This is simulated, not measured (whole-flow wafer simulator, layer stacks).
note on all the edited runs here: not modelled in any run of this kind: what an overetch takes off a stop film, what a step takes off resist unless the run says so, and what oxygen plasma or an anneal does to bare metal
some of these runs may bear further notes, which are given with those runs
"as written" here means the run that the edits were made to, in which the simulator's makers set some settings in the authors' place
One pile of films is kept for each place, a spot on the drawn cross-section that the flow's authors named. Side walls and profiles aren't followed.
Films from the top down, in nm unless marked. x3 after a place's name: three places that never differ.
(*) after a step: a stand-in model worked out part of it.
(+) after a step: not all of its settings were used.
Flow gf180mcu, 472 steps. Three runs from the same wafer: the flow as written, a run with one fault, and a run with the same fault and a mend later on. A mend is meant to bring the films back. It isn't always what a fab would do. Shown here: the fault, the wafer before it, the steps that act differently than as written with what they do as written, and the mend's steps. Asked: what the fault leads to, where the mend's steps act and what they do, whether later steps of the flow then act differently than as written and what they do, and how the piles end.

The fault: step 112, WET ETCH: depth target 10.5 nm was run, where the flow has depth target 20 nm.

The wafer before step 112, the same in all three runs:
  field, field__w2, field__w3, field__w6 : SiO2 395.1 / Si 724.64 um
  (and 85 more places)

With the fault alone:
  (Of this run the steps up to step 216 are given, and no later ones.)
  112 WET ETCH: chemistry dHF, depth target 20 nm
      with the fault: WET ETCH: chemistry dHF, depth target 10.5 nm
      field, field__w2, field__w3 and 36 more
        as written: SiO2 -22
        with the fault: SiO2 -11.6
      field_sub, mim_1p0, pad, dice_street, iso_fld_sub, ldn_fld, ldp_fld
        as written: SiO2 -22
        with the fault: SiO2 -11.5
  Later steps of the flow that act differently than as written (39 more steps differ only slightly, by at most 2% or 0.5 nm, whichever is larger, and aren't shown):
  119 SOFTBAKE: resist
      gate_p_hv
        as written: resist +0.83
        with the fault: resist +1.37
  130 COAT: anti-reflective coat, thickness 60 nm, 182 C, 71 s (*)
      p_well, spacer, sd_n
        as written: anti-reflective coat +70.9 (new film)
        with the fault: anti-reflective coat +80.9 (new film)
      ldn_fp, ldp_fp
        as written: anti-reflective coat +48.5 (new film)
        with the fault: anti-reflective coat +43.4 (new film)
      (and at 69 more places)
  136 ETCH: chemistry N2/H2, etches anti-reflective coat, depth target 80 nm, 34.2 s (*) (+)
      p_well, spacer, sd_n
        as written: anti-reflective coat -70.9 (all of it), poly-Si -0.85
        with the fault: anti-reflective coat -80.9 (all of it), poly-Si -0.59
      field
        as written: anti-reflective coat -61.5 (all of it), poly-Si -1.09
        with the fault: anti-reflective coat -58.1 (all of it), poly-Si -1.18
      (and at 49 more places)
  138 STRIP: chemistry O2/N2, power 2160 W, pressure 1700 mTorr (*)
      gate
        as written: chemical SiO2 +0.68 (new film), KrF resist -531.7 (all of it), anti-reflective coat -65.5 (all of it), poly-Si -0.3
        with the fault: chemical SiO2 +0.68 (new film), KrF resist -532.3 (all of it), anti-reflective coat -70 (all of it), poly-Si -0.3
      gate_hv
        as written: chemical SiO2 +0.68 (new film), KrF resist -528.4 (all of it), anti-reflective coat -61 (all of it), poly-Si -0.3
        with the fault: chemical SiO2 +0.68 (new film), KrF resist -530.6 (all of it), anti-reflective coat -62.7 (all of it), poly-Si -0.3
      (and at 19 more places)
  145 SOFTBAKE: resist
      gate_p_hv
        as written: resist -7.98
        with the fault: resist -7.38
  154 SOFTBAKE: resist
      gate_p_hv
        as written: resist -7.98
        with the fault: resist -7.38
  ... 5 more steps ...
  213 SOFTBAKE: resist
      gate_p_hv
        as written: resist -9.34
        with the fault: resist -8.78
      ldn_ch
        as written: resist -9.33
        with the fault: resist -8.79
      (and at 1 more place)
  After step 216 the piles differ from the flow's by more than 2% or 0.5 nm, whichever is larger, at field, field__w1, field__w2 and 65 more.
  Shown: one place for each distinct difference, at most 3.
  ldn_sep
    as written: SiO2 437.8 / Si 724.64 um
    with the fault: SiO2 448.2 / Si 724.64 um
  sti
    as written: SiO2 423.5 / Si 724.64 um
    with the fault: SiO2 434 / Si 724.64 um
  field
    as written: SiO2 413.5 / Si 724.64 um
    with the fault: SiO2 423.9 / Si 724.64 um

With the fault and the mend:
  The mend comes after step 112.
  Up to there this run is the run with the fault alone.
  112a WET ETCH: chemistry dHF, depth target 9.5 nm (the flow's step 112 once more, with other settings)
      field, field__w2, field__w3 and 43 more
        SiO2 -9.5
  Later steps of the flow that act differently than as written (56 more steps differ only slightly, by at most 2% or 0.5 nm, whichever is larger, and aren't shown):
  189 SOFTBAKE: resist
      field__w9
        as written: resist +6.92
        with the mend: resist -3.07
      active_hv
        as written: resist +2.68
        with the mend: resist -0.53
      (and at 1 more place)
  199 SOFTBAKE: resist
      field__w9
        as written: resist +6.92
        with the mend: resist -3.07
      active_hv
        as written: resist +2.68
        with the mend: resist -0.53
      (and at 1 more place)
  At the end the piles differ from the flow's only slightly at the places that both follow, by at most 2% or 0.5 nm, whichever is larger.
